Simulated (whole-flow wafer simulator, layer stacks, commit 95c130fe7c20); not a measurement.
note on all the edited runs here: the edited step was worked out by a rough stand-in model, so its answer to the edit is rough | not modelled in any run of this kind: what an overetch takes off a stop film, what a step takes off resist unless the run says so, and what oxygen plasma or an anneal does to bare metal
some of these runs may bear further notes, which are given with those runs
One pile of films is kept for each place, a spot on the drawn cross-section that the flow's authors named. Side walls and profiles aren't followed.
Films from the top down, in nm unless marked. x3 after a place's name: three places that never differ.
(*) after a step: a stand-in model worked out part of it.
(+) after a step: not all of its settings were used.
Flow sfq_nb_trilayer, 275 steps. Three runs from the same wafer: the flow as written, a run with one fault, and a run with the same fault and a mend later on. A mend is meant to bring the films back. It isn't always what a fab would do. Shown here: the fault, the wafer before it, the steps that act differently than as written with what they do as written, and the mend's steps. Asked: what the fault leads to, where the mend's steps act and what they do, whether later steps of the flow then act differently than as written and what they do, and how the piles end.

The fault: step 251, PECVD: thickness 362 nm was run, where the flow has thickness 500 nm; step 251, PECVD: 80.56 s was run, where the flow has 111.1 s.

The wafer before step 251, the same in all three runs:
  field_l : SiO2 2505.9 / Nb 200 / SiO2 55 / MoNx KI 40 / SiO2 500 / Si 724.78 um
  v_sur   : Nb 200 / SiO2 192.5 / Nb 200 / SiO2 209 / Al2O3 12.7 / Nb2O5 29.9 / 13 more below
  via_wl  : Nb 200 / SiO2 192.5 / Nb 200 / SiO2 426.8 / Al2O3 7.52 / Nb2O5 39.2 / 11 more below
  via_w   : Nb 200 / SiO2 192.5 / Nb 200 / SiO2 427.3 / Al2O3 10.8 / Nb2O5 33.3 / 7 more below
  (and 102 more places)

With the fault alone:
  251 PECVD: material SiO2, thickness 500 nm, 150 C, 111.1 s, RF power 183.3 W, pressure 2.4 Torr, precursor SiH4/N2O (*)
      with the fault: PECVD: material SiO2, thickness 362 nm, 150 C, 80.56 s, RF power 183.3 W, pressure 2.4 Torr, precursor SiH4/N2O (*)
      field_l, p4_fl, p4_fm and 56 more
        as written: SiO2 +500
        with the fault: SiO2 +362
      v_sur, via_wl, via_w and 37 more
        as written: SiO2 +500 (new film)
        with the fault: SiO2 +362 (new film)
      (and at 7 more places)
  Later steps of the flow that act differently than as written (4 more steps differ only slightly, by at most 2% or 0.5 nm, whichever is larger, and aren't shown):
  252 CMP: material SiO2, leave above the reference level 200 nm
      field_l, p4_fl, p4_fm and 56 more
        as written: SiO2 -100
        with the fault: nothing
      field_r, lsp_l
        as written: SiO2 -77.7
        with the fault: nothing
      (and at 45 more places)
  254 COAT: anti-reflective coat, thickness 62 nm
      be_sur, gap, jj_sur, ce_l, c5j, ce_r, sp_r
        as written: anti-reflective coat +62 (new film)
        with the fault: anti-reflective coat +60.3 (new film)
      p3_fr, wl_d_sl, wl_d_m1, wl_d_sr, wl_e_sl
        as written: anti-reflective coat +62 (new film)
        with the fault: anti-reflective coat +64 (new film)
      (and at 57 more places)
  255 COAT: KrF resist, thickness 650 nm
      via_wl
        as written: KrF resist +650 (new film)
        with the fault: KrF resist +636.9 (new film)
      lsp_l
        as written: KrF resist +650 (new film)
        with the fault: KrF resist +669.4 (new film)
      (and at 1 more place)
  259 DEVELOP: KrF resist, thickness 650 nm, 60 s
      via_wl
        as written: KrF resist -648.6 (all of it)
        with the fault: KrF resist -635.6 (all of it)
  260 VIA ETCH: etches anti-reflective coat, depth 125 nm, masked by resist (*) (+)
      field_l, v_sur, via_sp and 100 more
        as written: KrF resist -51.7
        with the fault: KrF resist -49.9
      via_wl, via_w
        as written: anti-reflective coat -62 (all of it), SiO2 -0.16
        with the fault: anti-reflective coat -59.8 (all of it), SiO2 -0.15
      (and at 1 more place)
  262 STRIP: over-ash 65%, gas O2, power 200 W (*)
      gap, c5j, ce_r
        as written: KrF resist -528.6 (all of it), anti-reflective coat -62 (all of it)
        with the fault: KrF resist -523.6 (all of it), anti-reflective coat -60.3 (all of it)
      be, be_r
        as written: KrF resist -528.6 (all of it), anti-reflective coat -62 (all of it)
        with the fault: KrF resist -523.3 (all of it), anti-reflective coat -60.2 (all of it)
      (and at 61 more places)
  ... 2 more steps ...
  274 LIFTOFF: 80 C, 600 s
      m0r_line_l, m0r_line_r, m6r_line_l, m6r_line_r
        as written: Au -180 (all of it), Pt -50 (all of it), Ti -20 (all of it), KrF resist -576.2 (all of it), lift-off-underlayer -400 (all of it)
        with the fault: Au -180 (all of it), Pt -50 (all of it), Ti -20 (all of it), KrF resist -579.1 (all of it), lift-off-underlayer -408.3 (all of it)
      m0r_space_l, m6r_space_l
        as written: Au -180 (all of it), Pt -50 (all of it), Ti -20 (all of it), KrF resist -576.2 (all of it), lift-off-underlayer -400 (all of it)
        with the fault: Au -180 (all of it), Pt -50 (all of it), Ti -20 (all of it), KrF resist -577 (all of it), lift-off-underlayer -411 (all of it)
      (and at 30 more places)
  At the end the piles differ from the flow's by more than 2% or 0.5 nm, whichever is larger, at p4_fl, p4_fm, p4_w1 and 45 more.
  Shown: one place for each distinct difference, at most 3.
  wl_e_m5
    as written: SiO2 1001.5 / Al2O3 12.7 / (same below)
    with the fault: SiO2 963.5 / Al2O3 12.7 / (same below)
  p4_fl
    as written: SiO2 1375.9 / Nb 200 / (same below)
    with the fault: SiO2 1337.9 / Nb 200 / (same below)
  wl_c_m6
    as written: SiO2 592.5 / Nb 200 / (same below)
    with the fault: SiO2 554.5 / Nb 200 / (same below)

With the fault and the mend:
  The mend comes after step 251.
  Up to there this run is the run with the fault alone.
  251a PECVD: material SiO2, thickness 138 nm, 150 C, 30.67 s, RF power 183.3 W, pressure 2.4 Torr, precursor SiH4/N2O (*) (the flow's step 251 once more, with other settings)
      field_l, v_sur, via_wl and 98 more
        SiO2 +138
      field_r, lsp_l
        SiO2 +132.6
      l0_sur, l0v
        SiO2 +134.9
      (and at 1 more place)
  Later steps of the flow that act differently than as written:
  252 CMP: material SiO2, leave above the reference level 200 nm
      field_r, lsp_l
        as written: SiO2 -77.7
        with the mend: SiO2 -79.6
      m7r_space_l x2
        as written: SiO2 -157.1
        with the mend: SiO2 -100
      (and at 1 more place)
  At the end the piles are the same as the flow's at every place that both follow.
